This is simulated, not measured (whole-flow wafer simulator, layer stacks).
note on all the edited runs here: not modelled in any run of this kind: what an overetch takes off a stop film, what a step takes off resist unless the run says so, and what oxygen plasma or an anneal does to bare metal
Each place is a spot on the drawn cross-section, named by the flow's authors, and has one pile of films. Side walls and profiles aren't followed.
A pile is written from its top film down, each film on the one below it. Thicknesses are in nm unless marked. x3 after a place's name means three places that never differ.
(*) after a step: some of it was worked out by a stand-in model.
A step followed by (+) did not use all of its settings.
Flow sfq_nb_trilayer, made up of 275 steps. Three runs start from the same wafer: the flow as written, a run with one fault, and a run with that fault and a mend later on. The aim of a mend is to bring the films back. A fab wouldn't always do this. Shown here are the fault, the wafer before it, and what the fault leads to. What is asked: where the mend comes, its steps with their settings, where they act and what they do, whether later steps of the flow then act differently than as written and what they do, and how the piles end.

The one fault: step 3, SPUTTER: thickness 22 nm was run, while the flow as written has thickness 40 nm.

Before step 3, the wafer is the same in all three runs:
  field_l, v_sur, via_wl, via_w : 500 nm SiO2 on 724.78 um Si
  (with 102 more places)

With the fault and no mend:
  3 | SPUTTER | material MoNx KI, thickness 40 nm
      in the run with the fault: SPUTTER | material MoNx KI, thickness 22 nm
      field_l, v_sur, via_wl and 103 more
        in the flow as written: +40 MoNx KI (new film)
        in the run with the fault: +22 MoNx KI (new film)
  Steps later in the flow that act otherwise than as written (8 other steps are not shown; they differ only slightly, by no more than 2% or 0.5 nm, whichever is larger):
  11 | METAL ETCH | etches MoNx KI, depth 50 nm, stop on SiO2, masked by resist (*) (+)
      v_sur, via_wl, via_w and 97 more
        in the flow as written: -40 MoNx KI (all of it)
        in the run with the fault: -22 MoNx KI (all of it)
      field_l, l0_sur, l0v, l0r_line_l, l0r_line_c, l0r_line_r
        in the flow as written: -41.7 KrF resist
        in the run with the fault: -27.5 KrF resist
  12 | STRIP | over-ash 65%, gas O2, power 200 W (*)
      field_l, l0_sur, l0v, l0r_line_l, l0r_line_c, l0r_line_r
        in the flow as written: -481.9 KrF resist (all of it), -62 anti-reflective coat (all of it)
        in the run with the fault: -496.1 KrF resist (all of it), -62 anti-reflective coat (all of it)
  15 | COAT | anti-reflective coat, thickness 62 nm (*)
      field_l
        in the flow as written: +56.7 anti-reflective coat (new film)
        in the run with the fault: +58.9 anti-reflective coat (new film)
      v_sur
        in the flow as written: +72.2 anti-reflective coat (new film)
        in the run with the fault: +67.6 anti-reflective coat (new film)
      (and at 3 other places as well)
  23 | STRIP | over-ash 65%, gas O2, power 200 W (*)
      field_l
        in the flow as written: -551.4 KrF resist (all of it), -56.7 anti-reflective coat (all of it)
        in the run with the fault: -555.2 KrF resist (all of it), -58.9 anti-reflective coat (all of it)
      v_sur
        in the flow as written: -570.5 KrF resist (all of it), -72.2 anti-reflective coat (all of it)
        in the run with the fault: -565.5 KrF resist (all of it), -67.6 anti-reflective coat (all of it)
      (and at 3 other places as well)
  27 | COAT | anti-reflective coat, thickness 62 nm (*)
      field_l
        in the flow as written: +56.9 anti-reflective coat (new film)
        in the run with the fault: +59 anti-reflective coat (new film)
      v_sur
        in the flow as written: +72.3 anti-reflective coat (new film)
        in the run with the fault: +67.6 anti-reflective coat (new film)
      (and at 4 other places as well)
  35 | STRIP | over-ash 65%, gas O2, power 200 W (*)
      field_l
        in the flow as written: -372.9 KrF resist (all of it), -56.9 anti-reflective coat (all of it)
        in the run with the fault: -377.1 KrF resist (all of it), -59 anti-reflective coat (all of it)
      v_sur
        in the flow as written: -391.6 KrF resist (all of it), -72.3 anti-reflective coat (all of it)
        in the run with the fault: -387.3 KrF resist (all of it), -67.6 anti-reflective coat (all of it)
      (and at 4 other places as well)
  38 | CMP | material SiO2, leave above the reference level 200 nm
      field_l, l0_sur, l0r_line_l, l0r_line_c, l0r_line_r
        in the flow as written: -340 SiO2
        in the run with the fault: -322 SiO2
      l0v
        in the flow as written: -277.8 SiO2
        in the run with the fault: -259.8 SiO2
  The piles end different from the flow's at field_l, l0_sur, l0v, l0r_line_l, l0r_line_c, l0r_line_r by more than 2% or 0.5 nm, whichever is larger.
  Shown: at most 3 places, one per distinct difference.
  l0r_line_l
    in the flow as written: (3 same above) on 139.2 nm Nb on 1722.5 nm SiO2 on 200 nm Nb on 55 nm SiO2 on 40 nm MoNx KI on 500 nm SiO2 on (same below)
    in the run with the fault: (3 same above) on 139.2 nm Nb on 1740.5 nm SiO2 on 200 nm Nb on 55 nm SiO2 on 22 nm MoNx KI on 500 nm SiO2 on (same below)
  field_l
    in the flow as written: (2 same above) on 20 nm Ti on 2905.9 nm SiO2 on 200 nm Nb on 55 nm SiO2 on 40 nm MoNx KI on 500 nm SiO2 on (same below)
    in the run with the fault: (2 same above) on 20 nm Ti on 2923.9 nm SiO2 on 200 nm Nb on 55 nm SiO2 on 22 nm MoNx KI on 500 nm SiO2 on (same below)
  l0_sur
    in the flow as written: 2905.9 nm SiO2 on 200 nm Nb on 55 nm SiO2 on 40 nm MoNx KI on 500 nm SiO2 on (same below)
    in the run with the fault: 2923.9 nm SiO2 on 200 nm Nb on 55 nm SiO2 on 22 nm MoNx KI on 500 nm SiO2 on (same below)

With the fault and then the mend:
  The mend follows step 3.
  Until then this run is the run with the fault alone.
  3a | SPUTTER | material MoNx KI, thickness 18 nm (the flow's step 3 again, with other settings)
      field_l, v_sur, via_wl and 103 more
        +18 MoNx KI
  Later steps of the flow that are run all act as written at every place that is followed.
  The piles end the same as the flow's at every place that both follow.
